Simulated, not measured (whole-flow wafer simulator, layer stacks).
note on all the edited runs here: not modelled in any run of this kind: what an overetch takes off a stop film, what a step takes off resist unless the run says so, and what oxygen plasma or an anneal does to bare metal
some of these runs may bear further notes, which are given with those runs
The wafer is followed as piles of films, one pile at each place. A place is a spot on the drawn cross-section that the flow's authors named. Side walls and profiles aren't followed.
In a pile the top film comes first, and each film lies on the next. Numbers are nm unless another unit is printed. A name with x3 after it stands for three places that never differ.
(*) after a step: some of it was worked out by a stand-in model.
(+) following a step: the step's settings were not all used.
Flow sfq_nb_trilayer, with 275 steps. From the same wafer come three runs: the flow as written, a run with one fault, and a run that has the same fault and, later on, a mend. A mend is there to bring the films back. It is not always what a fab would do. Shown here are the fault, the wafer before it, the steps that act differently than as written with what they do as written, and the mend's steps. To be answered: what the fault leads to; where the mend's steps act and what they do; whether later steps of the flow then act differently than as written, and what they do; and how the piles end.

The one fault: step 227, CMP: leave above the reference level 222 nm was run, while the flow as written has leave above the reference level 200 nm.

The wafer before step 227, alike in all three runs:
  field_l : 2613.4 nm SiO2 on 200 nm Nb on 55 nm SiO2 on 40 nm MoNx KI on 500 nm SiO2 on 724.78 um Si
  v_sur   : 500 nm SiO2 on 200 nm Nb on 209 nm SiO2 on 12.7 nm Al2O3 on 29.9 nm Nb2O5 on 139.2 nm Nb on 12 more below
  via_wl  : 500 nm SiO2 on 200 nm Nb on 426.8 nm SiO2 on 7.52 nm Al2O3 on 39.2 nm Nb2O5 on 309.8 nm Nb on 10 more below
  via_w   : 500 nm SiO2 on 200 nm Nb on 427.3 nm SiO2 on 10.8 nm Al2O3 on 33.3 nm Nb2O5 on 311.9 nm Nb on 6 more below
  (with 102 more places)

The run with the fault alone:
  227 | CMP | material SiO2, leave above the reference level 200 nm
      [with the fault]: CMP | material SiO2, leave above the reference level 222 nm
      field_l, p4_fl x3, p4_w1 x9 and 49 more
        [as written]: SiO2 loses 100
        [with the fault]: SiO2 loses 78
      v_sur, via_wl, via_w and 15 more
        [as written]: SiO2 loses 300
        [with the fault]: SiO2 loses 278
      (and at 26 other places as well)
  Later steps of the flow acting differently than as written (not shown: 3 more steps that differ only slightly, by at most 2% or 0.5 nm, whichever is larger):
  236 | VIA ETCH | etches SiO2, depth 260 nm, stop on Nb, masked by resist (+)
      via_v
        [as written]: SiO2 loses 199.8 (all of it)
        [with the fault]: SiO2 loses 221.8 (all of it)
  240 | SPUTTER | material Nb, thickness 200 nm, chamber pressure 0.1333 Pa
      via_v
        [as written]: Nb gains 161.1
        [with the fault]: Nb gains 155.9
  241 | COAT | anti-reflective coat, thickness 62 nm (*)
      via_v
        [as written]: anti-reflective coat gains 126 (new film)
        [with the fault]: anti-reflective coat gains 130.9 (new film)
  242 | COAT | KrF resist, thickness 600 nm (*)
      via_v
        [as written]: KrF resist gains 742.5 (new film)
        [with the fault]: KrF resist gains 761.1 (new film)
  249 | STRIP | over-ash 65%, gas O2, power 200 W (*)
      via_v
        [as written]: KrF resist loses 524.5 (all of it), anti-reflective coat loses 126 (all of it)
        [with the fault]: KrF resist loses 543.1 (all of it), anti-reflective coat loses 130.9 (all of it)
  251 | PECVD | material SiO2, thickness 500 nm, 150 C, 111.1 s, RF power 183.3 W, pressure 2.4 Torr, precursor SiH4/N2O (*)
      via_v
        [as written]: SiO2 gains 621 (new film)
        [with the fault]: SiO2 gains 648.2 (new film)
  The piles end different from the flow's at v_sur, via_wl, via_w and 62 more by more than 2% or 0.5 nm, whichever is larger.
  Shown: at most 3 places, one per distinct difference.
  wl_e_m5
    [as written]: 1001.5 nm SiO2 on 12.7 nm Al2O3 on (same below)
    [with the fault]: 1023.5 nm SiO2 on 12.7 nm Al2O3 on (same below)
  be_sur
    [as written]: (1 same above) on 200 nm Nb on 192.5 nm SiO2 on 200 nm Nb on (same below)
    [with the fault]: (1 same above) on 200 nm Nb on 214.5 nm SiO2 on 200 nm Nb on (same below)
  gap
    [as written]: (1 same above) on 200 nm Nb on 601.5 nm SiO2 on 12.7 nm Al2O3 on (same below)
    [with the fault]: (1 same above) on 200 nm Nb on 623.5 nm SiO2 on 12.7 nm Al2O3 on (same below)

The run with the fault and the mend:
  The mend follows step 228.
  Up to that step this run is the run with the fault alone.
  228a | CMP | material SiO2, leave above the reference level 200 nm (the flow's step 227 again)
      field_l, v_sur, via_wl and 103 more
        SiO2 loses 22
  Every later step of the flow that is run acts as written at every place that is followed.
  At every place that both follow, the piles at the end match the flow's.
